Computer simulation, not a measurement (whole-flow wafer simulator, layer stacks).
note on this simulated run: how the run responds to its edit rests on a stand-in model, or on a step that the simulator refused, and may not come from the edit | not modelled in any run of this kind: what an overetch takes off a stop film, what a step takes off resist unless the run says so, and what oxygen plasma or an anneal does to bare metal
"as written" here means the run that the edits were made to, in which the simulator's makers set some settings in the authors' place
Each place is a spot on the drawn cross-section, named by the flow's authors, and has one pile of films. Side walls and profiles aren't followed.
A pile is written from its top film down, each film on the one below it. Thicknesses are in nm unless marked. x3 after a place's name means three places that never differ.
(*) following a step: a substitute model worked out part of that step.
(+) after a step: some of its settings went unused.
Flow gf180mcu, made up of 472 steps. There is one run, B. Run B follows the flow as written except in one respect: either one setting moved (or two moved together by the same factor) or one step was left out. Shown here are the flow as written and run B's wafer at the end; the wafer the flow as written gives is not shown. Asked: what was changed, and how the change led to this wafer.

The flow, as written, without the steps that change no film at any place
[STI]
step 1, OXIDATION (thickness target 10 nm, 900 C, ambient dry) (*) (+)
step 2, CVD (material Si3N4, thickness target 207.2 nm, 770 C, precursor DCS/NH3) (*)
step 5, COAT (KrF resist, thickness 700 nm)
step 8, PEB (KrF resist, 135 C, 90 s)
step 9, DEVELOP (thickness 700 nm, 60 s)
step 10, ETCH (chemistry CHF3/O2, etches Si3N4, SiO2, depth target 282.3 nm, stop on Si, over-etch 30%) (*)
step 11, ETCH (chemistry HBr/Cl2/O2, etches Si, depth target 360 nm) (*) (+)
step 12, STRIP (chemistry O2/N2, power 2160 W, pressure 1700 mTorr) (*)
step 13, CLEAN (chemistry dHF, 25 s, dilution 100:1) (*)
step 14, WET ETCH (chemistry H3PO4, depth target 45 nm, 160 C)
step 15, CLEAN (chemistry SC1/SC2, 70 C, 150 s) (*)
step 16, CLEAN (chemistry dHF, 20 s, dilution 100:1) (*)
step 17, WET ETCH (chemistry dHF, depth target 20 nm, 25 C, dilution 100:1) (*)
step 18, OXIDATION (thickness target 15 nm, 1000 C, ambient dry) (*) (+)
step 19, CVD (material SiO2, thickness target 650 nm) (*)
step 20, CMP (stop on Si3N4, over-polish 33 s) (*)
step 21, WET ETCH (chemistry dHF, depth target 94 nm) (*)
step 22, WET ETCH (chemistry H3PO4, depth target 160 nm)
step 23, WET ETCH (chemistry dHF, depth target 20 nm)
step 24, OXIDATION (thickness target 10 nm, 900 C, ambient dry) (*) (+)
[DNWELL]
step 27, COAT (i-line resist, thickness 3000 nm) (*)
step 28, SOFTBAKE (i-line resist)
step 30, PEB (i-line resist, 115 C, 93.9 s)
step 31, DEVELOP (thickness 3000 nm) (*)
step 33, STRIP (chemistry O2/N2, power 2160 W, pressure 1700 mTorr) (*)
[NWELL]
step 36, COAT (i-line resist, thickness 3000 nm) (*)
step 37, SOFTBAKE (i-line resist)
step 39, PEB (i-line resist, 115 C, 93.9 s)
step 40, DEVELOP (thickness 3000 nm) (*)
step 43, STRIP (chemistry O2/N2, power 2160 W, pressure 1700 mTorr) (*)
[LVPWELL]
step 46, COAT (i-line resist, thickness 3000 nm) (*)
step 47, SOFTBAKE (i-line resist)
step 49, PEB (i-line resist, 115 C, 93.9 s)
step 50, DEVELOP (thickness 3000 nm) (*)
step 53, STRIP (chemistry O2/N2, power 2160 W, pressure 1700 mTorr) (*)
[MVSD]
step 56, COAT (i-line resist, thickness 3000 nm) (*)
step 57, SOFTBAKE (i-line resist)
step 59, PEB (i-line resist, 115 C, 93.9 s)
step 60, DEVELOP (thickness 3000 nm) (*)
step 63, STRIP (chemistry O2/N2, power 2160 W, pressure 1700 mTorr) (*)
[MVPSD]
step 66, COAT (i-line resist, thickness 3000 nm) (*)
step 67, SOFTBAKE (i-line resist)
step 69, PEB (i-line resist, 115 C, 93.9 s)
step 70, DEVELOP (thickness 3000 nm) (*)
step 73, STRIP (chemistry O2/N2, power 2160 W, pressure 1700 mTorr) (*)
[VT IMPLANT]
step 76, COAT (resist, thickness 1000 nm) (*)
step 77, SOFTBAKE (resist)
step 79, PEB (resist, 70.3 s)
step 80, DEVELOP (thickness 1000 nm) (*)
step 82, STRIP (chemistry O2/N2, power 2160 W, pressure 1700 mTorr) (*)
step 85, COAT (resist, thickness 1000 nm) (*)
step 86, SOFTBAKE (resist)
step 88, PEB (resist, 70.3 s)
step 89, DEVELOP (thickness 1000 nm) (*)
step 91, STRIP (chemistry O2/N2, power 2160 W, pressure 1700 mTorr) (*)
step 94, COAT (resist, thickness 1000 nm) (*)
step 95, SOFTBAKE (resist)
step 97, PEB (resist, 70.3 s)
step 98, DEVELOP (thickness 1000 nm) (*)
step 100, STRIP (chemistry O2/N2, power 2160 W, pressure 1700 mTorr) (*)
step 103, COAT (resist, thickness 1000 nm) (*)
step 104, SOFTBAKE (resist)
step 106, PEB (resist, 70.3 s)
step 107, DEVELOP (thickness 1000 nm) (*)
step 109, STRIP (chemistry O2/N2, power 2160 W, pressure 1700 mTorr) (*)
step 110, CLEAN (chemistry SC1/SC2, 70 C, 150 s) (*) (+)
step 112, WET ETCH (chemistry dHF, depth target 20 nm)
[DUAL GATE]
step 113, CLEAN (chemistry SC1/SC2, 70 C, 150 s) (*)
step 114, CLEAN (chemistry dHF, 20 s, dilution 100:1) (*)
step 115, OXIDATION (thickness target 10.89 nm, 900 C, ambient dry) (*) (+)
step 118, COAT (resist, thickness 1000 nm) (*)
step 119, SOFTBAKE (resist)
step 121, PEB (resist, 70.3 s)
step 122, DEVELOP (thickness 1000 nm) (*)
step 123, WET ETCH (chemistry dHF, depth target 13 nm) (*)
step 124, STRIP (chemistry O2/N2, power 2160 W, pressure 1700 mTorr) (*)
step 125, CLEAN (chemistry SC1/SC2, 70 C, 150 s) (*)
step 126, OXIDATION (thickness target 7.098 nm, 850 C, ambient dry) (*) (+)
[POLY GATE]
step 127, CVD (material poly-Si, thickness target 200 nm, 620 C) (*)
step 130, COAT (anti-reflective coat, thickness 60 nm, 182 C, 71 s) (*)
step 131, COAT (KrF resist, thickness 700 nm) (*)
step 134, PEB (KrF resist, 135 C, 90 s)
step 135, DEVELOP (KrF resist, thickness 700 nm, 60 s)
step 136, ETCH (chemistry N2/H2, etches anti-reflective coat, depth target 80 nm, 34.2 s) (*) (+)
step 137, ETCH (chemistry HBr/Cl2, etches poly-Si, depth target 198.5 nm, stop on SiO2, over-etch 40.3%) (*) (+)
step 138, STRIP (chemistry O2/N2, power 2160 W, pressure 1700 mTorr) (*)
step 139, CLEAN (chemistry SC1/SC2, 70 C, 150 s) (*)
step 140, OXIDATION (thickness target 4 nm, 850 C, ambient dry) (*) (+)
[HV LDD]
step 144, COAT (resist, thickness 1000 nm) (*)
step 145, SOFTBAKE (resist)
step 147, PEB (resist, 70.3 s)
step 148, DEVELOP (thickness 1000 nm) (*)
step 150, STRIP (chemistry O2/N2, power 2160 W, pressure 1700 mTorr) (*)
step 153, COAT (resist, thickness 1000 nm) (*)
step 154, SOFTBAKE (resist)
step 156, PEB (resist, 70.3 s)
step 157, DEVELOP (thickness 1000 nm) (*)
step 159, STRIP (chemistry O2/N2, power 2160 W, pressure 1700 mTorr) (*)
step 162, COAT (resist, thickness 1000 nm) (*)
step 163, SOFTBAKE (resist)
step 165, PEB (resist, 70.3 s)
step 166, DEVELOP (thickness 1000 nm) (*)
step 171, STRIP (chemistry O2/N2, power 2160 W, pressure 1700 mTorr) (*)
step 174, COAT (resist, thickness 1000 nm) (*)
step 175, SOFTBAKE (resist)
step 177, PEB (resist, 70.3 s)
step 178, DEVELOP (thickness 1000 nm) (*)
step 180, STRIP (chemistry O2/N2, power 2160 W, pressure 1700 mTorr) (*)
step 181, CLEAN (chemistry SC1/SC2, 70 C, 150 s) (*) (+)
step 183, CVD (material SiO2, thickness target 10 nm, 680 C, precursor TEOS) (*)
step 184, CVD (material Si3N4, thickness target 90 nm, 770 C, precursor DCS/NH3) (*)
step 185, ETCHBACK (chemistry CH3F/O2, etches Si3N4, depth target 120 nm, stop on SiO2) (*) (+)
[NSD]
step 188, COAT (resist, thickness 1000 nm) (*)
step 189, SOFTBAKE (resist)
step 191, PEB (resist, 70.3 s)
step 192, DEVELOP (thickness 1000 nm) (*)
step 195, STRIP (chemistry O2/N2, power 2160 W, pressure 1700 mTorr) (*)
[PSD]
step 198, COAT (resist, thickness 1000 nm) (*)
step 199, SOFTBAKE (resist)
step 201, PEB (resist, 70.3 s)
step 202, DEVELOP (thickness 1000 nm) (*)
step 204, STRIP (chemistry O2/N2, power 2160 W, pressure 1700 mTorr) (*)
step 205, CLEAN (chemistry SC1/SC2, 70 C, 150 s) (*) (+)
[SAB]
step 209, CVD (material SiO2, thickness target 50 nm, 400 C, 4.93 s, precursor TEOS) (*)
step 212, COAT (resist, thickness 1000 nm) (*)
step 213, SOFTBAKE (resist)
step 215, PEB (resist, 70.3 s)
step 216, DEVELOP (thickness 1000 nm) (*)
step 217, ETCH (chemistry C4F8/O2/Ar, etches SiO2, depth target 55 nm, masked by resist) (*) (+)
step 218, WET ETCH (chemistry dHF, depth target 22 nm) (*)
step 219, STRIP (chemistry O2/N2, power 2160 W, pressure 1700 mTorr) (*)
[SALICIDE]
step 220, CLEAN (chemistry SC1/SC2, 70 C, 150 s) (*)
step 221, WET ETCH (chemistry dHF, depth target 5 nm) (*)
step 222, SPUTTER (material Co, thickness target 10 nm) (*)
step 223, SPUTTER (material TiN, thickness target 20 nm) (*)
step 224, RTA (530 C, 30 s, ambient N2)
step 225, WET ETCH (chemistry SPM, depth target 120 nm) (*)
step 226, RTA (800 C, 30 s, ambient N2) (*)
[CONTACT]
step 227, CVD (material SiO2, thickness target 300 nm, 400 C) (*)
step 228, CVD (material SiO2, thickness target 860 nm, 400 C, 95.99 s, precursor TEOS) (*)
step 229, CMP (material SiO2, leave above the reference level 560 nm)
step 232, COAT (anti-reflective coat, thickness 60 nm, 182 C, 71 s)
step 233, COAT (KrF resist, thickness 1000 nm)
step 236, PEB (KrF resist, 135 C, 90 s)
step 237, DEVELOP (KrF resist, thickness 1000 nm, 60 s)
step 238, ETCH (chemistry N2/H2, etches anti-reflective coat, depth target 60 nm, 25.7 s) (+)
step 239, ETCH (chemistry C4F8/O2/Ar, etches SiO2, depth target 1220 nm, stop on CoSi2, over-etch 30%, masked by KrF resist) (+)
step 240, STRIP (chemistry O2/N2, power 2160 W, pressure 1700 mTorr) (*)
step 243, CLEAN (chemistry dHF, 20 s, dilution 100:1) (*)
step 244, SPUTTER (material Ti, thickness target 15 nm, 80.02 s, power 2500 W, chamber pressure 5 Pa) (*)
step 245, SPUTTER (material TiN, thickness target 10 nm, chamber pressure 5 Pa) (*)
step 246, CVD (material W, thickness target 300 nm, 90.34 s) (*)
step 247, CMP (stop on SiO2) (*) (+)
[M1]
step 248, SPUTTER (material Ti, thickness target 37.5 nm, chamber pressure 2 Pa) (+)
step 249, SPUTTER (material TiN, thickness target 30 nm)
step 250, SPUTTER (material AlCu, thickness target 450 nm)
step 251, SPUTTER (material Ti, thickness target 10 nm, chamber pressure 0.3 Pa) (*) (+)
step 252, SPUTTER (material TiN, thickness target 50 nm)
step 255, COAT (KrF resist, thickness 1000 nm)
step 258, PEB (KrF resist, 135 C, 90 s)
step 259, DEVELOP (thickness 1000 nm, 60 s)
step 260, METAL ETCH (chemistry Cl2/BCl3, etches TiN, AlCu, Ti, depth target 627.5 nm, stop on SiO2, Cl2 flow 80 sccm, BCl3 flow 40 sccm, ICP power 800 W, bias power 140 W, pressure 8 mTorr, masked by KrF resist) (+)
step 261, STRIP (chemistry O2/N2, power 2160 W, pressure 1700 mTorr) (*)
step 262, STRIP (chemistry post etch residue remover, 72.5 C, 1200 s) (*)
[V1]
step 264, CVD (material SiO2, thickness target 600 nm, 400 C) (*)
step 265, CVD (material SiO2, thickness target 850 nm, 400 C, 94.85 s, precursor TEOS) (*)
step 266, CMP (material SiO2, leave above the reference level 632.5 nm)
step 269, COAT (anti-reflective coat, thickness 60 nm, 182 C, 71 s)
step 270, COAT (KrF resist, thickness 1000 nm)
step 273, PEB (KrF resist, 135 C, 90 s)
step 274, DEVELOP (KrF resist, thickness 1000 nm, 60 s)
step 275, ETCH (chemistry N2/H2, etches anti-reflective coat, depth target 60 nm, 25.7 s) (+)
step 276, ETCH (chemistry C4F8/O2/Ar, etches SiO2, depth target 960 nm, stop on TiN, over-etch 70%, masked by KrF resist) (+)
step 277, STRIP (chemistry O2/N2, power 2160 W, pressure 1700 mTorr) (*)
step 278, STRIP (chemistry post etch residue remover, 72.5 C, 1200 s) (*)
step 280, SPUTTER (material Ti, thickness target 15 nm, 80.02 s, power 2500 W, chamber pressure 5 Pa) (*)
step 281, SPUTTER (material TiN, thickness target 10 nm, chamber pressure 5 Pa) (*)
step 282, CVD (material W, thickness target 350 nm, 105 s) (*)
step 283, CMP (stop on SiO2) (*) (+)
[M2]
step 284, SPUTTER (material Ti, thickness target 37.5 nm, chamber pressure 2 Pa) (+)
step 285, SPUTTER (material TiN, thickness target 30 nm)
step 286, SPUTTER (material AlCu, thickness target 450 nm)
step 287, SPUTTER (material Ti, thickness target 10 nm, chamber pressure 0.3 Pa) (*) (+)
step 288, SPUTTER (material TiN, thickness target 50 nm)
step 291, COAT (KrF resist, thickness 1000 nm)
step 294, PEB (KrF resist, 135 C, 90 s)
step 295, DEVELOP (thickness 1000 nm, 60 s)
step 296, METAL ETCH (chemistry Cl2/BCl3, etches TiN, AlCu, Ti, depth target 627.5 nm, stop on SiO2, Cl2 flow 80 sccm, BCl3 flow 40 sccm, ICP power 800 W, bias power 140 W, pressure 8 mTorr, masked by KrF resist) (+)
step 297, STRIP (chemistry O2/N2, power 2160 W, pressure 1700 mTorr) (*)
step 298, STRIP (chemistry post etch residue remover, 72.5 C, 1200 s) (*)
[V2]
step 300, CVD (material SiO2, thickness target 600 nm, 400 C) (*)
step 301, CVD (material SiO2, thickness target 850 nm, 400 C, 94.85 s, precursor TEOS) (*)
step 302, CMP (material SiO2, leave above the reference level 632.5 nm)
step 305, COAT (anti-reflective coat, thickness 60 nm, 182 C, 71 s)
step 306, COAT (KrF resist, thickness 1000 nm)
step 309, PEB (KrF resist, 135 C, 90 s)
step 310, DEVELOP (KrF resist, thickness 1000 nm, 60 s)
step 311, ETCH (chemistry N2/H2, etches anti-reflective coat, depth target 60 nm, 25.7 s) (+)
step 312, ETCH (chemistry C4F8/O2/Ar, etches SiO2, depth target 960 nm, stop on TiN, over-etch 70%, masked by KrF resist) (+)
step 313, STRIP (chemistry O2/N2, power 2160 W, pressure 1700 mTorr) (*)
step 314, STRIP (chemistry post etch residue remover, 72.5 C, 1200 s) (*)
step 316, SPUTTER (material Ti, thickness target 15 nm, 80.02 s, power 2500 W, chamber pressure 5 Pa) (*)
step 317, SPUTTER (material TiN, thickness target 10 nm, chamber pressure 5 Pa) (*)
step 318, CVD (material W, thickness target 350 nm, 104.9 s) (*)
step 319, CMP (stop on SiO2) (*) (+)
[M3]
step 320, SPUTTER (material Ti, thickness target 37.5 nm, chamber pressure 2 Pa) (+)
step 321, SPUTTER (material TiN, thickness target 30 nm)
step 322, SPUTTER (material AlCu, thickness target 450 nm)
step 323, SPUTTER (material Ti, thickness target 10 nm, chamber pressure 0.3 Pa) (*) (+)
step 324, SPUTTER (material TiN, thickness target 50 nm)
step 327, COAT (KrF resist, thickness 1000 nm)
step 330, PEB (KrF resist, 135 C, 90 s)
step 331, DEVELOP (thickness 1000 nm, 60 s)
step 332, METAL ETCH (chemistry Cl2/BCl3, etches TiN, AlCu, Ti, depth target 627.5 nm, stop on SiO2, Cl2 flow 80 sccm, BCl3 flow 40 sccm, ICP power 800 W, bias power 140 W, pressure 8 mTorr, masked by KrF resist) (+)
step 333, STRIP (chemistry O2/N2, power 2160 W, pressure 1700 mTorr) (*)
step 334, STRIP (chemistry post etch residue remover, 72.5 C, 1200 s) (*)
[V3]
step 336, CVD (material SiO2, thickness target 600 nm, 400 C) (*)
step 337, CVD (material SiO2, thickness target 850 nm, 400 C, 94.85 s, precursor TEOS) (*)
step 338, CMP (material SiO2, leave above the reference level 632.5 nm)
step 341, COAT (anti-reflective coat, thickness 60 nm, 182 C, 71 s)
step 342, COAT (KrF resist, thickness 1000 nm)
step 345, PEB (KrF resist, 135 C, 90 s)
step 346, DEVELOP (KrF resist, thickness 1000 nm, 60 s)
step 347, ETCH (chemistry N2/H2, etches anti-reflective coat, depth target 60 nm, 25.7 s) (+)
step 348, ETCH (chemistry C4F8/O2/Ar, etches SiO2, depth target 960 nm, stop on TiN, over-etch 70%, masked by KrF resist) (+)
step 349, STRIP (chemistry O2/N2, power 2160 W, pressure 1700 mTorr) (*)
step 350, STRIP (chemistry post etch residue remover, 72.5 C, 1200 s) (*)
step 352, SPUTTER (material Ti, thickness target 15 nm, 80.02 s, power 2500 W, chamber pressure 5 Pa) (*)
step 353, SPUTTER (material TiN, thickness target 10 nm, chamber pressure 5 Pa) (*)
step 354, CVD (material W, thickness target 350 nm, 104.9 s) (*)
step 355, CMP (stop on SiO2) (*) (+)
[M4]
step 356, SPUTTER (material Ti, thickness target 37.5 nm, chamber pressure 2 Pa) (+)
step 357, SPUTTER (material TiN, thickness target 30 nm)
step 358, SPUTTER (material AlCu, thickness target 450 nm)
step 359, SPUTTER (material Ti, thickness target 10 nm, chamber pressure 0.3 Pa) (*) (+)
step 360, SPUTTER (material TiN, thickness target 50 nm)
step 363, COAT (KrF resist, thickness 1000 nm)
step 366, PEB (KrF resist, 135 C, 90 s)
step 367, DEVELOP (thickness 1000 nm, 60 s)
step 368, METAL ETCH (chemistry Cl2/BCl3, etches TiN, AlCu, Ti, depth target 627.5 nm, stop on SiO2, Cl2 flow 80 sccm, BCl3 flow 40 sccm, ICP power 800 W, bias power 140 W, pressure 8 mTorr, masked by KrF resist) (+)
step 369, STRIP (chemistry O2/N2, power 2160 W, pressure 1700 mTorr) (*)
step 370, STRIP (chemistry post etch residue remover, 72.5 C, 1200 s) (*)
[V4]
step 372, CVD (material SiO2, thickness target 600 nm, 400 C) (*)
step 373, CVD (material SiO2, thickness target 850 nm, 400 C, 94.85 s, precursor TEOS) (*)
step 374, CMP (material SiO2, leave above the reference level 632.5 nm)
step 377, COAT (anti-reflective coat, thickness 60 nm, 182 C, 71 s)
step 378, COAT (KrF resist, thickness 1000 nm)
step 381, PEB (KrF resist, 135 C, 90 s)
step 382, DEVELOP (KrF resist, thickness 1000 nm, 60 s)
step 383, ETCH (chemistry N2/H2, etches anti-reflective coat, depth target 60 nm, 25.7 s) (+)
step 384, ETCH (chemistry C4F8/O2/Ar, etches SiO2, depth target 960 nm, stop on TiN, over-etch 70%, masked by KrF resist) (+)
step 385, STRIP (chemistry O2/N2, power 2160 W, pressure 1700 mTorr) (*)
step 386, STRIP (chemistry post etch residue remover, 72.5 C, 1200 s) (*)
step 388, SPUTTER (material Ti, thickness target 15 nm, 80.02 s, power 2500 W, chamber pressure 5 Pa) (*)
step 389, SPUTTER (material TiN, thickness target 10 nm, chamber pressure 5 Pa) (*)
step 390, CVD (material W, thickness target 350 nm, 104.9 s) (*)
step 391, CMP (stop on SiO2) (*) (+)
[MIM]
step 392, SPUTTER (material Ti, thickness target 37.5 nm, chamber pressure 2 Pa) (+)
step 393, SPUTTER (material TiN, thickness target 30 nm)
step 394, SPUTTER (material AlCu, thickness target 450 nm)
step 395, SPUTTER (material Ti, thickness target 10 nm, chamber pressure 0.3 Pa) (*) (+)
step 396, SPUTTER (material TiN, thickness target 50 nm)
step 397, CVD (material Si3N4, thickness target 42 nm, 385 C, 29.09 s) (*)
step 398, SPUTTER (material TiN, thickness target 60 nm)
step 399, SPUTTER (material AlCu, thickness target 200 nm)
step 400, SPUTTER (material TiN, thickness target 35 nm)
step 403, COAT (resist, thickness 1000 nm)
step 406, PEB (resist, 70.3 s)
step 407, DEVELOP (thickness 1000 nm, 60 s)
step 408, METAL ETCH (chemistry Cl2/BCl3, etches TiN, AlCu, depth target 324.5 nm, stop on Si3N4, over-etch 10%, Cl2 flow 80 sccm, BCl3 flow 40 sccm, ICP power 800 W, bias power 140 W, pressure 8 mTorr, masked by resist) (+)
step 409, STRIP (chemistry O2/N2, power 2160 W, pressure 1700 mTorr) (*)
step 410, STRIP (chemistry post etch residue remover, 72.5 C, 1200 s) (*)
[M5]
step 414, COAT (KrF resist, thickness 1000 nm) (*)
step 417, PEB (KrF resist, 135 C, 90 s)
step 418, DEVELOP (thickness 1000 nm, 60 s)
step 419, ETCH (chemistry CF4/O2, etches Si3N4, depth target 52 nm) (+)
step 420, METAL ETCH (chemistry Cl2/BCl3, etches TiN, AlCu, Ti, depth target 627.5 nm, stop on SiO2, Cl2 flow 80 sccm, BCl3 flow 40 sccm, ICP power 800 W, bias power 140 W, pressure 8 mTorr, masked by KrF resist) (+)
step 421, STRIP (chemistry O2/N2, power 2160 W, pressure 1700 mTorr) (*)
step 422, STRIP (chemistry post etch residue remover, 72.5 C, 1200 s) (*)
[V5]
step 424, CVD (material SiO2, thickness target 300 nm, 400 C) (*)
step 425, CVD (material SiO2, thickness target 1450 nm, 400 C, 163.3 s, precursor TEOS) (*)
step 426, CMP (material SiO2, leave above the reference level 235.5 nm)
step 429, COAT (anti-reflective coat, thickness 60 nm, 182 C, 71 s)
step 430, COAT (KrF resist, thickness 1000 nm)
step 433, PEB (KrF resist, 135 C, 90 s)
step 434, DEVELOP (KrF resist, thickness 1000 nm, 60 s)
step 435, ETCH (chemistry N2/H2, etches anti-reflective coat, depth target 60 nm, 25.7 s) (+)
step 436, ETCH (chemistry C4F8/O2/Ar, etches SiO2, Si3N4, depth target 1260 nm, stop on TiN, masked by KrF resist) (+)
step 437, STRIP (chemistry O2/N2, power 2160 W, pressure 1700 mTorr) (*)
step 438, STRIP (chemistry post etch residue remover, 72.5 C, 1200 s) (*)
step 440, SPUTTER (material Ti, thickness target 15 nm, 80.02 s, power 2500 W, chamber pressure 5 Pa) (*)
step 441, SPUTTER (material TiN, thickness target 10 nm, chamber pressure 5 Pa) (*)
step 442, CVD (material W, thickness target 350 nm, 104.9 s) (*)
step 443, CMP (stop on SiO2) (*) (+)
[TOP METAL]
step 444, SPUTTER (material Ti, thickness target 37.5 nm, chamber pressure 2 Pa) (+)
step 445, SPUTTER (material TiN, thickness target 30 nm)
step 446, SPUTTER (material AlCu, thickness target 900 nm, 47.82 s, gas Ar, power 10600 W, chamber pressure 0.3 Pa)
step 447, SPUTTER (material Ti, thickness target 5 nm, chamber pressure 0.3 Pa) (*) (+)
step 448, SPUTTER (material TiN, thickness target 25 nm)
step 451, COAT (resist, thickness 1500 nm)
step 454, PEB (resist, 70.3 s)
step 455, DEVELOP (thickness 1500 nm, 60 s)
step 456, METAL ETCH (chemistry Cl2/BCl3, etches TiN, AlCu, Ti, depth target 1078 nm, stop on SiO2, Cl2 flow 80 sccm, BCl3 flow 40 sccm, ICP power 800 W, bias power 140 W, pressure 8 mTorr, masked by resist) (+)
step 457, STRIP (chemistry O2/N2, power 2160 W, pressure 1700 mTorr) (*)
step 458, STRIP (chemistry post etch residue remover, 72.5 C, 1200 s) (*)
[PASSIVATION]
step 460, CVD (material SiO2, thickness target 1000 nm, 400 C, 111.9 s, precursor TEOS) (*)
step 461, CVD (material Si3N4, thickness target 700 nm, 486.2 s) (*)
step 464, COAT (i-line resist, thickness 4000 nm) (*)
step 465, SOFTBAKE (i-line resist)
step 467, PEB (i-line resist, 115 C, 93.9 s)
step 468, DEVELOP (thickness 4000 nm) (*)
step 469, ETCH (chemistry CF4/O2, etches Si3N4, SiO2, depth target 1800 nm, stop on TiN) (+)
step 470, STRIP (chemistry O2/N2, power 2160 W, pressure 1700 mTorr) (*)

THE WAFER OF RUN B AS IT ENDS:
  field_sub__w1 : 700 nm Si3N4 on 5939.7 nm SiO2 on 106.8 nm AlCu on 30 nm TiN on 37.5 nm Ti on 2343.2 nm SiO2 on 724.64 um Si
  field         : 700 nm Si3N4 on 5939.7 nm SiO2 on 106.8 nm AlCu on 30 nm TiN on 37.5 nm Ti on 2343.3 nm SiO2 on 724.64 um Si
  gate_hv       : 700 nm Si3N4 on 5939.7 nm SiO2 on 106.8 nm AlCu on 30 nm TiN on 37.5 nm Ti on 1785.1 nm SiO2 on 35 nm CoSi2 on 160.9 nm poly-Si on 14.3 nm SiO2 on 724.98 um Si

Cause: step 286, SPUTTER: thickness target 680 nm was run, while the flow as written has thickness target 450 nm.

The path from the change to this, step by step:
  step 286, SPUTTER (material AlCu, thickness target 450 nm)
      field, field__w1, field__w2 and 108 more: +680 AlCu (new film) (in the flow as written it would be: +450 AlCu (new film))
  step 296, METAL ETCH (chemistry Cl2/BCl3, etches TiN, AlCu, Ti, depth target 627.5 nm, stop on SiO2, Cl2 flow 80 sccm, BCl3 flow 40 sccm, ICP power 800 W, bias power 140 W, pressure 8 mTorr, masked by KrF resist) (+)
      field, field__w1, field__w2 and 103 more: -50 TiN (all of it), -10 Ti (all of it), -567.5 AlCu (in the flow as written it would be: -50 TiN (all of it), -10 Ti (all of it), -450 AlCu (all of it), -30 TiN (all of it), -37.5 Ti (all of it))
  step 298, STRIP (chemistry post etch residue remover, 72.5 C, 1200 s) (*)
      field, field__w1, field__w2 and 103 more: -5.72 AlCu (in the flow as written it would be: nothing)
  step 300, CVD (material SiO2, thickness target 600 nm, 400 C) (*)
      field, field__w1, field__w2 and 103 more: +600 SiO2 (new film) (in the flow as written it would be: +600 SiO2)
  step 302, CMP (material SiO2, leave above the reference level 632.5 nm)
      field, field__w1, field__w2 and 103 more: -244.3 SiO2 (in the flow as written it would be: -300 SiO2)
With metal films that touch counted as one body, field_sub__w1 has 1 body; the flow as written gives 0 bodies.
With metal films that touch counted as one body, field has 1 body; the flow as written gives 0 bodies.
With metal films that touch counted as one body, gate_hv has 2 bodies (between them, from the top down: SiO2 1785.1); the flow as written gives 1 body.
